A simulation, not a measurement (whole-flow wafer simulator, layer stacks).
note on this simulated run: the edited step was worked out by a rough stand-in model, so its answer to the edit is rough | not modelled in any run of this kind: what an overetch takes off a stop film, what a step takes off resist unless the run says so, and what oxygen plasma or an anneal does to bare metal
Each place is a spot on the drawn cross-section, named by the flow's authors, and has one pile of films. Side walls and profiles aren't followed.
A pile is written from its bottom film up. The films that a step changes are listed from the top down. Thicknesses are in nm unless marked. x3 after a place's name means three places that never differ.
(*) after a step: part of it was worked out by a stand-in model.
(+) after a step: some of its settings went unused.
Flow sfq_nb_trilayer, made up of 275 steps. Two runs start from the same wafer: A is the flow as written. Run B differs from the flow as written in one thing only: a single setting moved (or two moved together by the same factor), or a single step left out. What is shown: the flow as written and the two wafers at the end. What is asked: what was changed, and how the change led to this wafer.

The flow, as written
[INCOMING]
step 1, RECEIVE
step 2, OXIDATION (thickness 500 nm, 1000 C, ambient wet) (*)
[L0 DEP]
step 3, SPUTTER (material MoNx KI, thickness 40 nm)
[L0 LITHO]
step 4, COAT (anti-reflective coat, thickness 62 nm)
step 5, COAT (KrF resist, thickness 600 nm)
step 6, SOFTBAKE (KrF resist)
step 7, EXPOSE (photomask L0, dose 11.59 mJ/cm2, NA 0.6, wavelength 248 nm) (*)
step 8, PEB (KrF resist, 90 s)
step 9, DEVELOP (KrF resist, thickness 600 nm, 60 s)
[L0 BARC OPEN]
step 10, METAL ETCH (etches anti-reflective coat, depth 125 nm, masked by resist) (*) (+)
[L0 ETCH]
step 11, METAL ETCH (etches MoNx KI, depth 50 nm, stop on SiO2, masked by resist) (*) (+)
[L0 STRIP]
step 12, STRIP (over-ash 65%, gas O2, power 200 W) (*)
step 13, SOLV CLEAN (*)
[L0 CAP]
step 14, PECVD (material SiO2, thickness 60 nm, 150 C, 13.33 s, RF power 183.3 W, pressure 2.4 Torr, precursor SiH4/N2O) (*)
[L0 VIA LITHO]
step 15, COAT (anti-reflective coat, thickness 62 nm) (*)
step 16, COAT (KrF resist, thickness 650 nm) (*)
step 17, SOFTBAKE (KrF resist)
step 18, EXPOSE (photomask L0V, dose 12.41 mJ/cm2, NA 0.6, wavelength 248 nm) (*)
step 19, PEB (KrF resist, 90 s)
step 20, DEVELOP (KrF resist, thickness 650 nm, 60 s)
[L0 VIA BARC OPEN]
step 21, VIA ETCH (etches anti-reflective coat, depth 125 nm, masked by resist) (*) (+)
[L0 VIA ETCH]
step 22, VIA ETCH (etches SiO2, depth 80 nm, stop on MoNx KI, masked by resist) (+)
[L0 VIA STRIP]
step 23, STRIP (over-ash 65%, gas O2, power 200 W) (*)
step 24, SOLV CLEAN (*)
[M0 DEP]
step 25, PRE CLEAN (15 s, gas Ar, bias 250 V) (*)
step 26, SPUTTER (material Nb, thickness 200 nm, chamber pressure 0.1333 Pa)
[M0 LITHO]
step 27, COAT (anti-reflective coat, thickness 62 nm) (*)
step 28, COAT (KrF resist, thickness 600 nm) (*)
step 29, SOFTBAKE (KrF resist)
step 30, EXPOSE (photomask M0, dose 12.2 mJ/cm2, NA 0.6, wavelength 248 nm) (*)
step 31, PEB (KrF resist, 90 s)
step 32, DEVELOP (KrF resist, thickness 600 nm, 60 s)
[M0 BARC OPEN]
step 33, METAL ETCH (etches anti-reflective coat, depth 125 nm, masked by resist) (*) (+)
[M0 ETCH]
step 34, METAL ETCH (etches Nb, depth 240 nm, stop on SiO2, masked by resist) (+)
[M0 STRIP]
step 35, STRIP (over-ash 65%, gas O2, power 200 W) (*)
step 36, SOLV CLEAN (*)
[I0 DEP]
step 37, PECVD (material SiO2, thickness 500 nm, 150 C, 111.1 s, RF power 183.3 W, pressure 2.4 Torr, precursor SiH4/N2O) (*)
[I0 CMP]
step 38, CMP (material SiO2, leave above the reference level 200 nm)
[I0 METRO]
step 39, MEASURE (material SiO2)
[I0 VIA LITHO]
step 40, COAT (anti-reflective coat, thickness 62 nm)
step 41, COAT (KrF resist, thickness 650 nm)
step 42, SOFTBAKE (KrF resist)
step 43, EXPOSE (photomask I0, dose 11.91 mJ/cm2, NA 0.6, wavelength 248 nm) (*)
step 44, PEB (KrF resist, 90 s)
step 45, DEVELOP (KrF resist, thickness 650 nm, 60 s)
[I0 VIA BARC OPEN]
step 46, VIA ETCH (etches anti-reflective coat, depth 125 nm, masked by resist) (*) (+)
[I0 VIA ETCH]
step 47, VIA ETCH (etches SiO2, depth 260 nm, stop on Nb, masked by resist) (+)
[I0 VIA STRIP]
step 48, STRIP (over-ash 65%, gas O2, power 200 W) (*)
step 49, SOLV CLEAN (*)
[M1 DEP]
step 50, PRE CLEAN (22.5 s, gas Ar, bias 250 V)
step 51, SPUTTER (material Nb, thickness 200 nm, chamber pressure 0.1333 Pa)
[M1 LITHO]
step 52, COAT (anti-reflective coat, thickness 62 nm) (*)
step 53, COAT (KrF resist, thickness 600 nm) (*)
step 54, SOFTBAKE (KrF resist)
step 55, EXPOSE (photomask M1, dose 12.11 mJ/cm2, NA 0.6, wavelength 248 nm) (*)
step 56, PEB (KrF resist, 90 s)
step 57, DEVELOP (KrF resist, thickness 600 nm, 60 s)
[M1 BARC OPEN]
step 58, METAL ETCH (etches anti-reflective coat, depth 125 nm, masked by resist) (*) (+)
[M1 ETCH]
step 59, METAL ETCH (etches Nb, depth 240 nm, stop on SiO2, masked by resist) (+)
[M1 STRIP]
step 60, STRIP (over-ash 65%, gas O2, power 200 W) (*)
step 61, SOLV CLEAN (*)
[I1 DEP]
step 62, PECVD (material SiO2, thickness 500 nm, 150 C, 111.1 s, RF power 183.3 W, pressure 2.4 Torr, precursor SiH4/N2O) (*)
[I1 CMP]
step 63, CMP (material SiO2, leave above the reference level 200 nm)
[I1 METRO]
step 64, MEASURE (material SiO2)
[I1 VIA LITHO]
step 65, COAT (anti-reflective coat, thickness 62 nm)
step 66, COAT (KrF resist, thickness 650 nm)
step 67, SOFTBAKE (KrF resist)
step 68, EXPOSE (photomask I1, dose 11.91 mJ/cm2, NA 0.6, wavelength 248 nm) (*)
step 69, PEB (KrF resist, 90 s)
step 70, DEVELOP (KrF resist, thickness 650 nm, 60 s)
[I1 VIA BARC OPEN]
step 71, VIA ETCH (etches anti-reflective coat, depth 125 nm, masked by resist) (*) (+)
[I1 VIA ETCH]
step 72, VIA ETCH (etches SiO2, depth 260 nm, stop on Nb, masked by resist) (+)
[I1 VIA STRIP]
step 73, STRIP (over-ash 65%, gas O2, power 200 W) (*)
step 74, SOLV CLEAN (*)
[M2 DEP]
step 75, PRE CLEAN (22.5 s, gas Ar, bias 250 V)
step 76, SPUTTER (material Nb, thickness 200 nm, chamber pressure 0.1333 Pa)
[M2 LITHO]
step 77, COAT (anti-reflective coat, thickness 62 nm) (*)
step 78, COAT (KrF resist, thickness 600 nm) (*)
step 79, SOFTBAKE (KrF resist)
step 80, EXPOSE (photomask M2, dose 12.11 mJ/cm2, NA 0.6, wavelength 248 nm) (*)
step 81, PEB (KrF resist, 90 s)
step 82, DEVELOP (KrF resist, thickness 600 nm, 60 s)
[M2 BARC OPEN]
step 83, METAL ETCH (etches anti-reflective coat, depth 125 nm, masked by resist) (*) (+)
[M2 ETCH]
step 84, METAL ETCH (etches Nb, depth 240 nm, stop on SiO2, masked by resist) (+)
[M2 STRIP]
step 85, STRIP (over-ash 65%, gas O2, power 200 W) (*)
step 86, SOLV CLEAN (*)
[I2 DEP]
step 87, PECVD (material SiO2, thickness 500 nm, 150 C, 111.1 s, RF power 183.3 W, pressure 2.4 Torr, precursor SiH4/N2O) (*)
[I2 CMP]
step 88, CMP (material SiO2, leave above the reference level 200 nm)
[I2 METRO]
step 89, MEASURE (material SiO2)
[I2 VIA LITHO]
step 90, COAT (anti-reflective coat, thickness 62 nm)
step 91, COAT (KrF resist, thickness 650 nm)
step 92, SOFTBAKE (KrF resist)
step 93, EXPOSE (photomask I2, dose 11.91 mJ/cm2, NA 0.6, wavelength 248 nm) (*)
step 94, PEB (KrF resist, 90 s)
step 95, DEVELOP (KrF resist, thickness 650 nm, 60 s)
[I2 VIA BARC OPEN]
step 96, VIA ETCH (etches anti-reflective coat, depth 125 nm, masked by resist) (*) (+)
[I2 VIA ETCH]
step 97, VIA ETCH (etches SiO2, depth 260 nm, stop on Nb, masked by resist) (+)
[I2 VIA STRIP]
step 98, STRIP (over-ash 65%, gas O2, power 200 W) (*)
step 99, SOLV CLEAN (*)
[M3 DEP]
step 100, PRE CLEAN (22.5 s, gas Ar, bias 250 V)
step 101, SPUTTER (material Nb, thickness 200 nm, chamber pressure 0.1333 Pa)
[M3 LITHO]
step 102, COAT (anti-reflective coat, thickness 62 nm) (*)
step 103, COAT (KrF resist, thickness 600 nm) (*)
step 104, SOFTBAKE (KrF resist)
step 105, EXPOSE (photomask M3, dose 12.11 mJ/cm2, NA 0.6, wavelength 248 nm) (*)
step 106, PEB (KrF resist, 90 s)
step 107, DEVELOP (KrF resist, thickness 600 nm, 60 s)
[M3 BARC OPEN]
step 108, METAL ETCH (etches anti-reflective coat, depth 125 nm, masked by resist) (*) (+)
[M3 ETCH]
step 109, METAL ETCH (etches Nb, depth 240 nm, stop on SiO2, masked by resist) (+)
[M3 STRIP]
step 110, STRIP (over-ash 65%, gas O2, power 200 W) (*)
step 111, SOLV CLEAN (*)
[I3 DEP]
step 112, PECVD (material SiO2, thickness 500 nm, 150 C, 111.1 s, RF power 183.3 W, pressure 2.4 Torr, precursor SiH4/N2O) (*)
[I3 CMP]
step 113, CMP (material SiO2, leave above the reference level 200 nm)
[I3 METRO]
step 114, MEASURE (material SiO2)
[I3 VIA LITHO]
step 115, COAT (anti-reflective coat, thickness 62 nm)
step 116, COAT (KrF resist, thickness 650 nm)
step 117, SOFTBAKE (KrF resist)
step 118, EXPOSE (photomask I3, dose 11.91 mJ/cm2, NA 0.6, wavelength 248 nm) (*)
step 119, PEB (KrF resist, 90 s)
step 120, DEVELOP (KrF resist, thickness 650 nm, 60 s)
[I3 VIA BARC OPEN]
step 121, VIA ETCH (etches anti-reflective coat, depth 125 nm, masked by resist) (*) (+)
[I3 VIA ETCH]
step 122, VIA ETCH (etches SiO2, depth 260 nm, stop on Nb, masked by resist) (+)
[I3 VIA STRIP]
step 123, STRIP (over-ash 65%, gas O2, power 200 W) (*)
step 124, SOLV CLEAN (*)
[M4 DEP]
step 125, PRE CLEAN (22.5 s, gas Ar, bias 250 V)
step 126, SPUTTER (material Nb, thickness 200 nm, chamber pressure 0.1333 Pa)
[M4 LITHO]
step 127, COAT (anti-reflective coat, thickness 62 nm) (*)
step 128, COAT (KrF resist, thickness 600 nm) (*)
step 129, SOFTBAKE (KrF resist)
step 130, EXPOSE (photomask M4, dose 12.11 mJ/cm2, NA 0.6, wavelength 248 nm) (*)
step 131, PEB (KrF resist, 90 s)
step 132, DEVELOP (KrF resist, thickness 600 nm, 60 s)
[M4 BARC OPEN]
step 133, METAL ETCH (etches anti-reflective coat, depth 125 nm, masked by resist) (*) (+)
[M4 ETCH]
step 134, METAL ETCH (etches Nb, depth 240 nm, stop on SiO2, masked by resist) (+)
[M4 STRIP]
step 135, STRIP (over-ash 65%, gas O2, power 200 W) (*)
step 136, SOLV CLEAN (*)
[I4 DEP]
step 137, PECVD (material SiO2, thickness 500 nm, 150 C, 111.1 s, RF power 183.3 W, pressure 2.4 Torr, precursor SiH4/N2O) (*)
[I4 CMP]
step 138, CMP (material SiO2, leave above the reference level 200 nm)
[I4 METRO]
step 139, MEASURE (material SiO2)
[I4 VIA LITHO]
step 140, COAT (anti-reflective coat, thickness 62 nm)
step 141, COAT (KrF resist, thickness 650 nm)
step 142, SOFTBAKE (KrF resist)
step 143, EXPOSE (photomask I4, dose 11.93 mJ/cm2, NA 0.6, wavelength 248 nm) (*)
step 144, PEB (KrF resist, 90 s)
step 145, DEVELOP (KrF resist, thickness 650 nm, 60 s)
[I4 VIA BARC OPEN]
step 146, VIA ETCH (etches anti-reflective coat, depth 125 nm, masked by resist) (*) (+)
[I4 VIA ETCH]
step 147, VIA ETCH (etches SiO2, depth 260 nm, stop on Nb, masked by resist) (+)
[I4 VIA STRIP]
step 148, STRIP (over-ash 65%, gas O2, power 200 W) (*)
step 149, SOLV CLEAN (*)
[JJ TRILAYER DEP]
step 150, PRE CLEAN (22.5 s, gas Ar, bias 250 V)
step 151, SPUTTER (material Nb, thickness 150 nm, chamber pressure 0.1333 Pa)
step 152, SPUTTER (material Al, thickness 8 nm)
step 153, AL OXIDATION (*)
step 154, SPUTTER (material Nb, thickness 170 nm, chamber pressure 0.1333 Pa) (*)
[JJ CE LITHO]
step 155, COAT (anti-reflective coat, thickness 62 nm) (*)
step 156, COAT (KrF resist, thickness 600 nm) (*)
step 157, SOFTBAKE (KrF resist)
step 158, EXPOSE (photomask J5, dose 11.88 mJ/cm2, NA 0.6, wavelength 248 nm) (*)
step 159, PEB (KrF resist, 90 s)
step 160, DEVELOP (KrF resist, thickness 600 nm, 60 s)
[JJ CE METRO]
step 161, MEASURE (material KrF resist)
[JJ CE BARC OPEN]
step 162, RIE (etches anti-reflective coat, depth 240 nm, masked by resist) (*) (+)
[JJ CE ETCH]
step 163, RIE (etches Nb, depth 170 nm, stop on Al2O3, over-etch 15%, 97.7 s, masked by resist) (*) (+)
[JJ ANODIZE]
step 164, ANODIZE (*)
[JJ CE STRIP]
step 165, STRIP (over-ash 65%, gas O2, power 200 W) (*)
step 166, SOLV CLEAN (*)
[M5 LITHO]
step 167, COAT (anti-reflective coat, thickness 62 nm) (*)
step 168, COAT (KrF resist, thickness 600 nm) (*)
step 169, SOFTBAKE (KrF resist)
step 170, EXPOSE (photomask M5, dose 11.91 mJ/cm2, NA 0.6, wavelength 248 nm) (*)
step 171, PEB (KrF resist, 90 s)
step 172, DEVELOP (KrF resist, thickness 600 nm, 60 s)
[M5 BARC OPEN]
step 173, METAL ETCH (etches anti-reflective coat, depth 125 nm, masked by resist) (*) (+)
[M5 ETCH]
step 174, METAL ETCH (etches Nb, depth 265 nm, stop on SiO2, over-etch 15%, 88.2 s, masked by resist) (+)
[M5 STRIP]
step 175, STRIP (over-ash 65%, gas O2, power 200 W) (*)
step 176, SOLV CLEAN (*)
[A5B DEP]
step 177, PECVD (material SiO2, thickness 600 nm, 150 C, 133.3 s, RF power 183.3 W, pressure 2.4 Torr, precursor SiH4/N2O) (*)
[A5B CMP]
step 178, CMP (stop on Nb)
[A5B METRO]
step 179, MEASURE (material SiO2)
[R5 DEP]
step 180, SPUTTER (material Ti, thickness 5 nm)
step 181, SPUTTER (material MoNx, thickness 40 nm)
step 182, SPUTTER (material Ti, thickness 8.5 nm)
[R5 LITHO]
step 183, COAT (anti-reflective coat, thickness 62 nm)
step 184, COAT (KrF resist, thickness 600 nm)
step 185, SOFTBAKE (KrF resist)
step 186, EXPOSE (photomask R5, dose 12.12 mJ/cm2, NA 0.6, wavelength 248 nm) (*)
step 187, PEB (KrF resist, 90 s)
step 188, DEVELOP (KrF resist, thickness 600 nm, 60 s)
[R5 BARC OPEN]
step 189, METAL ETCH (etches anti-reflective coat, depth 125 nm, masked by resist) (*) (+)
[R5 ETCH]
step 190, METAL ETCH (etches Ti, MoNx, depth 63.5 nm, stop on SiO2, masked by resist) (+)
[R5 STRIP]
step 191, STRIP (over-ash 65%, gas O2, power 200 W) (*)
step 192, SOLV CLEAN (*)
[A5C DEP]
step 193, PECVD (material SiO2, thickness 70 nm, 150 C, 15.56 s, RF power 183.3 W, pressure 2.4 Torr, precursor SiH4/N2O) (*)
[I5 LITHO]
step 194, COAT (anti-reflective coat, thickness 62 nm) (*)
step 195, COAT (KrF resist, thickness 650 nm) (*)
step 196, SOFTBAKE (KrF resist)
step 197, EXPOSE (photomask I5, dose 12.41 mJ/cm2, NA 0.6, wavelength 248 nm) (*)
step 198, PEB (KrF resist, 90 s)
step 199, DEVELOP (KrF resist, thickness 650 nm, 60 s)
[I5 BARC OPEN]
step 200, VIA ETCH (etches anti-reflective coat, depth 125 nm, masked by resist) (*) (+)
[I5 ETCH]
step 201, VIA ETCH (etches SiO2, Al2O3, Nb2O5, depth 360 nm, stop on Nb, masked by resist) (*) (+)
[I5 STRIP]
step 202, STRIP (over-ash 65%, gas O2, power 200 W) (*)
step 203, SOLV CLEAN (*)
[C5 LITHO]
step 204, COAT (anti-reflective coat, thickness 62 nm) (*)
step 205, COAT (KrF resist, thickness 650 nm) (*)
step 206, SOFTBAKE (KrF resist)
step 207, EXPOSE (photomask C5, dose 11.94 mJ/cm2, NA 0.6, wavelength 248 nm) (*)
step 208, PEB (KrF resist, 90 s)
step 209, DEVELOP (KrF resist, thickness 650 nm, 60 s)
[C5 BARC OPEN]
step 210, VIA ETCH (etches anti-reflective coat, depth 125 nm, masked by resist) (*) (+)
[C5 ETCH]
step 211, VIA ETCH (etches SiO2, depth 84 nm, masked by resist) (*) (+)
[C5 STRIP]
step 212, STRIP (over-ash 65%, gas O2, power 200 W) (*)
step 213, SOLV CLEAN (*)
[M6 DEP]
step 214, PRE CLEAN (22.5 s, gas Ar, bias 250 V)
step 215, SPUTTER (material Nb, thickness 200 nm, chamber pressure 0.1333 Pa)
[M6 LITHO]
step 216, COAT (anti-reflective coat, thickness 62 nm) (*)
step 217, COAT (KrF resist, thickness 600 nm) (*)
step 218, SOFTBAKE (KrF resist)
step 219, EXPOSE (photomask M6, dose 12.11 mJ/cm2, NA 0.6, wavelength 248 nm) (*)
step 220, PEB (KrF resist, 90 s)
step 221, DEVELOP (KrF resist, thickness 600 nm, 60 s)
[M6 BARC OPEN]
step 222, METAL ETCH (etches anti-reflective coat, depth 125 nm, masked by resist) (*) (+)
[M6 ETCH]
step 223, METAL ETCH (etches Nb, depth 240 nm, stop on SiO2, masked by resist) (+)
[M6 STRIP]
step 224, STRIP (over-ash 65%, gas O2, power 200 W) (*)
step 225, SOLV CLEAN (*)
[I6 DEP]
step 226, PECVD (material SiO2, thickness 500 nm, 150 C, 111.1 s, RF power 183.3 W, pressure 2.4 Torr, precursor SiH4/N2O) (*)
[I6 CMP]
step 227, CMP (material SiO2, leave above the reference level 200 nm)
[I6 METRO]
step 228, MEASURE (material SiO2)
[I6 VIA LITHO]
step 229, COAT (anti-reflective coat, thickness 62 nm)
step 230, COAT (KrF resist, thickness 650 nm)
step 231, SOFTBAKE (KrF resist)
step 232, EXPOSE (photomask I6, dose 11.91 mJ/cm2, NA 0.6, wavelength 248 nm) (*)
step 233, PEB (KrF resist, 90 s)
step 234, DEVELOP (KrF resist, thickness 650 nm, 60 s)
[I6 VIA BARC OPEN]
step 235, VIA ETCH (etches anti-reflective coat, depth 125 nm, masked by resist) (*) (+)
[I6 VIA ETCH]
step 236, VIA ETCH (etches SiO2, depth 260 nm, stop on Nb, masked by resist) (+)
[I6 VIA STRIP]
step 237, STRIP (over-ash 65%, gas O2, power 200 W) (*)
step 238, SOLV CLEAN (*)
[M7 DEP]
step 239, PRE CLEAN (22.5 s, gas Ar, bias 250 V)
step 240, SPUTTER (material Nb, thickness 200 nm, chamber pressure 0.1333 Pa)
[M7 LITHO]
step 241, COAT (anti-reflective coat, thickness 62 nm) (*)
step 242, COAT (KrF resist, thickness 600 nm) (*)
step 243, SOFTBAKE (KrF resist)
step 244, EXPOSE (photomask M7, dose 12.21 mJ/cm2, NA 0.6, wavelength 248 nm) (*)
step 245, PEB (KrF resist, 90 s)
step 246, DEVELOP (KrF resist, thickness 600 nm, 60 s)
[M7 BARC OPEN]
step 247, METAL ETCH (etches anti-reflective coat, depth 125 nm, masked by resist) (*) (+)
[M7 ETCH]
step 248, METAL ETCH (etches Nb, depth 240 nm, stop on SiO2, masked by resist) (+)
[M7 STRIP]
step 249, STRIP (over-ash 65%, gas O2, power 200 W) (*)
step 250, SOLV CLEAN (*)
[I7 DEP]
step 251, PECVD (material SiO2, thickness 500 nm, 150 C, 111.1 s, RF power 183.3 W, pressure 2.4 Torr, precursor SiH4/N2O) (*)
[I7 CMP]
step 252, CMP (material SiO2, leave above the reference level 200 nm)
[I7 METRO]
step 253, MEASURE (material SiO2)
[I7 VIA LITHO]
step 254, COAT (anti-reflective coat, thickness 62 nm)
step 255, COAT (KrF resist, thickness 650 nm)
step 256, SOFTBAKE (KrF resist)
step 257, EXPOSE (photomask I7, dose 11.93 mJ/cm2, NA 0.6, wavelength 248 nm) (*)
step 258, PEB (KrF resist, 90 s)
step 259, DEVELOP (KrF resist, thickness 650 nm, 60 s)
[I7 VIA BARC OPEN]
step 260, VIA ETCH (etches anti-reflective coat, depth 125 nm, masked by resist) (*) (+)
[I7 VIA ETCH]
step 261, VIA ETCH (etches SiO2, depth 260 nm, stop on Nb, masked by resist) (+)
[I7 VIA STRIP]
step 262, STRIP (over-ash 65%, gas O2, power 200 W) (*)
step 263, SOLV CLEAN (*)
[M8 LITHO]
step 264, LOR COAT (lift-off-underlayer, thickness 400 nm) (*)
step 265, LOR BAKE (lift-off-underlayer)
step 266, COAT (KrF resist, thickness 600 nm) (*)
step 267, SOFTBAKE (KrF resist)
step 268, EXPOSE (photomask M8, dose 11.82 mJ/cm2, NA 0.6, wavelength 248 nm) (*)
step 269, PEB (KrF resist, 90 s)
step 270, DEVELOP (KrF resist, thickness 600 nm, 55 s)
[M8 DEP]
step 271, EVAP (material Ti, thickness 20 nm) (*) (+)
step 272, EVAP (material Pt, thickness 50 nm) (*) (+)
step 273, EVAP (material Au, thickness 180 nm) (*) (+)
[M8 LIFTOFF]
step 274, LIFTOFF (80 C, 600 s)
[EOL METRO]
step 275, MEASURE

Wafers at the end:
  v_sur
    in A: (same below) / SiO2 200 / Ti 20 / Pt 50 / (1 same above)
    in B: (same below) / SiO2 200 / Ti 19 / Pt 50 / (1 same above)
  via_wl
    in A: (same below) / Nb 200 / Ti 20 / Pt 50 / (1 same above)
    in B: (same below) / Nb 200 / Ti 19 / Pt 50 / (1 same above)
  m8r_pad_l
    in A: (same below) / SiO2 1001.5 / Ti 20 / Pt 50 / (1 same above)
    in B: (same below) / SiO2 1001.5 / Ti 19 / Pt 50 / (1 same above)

Cause: step 271, EVAP: thickness 19 nm was run, whereas the flow has thickness 20 nm.
One can read it off the wafer: v_sur has Ti 19, and step 271 as written asks for 20 nm.

How this came from the change, step by step:
  step 271, EVAP (material Ti, thickness 20 nm) (*) (+)
      field_l, v_sur, via_wl and 103 more: A Ti gains 20 (new film) | B Ti gains 19 (new film)
  step 274, LIFTOFF (80 C, 600 s)
      p4_fl, p4_fm, p4_w1 and 71 more: A Au loses 180 (all of it), Pt loses 50 (all of it), Ti loses 20 (all of it), KrF resist loses 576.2 (all of it), lift-off-underlayer loses 400 (all of it) | B Au loses 180 (all of it), Pt loses 50 (all of it), Ti loses 19 (all of it), KrF resist loses 576.2 (all of it), lift-off-underlayer loses 400 (all of it)
      c5j, ce_r: A Au loses 180 (all of it), Pt loses 50 (all of it), Ti loses 20 (all of it), KrF resist loses 573.3 (all of it), lift-off-underlayer loses 399.3 (all of it) | B Au loses 180 (all of it), Pt loses 50 (all of it), Ti loses 19 (all of it), KrF resist loses 573.3 (all of it), lift-off-underlayer loses 399.3 (all of it)
      (also at 19 further places)
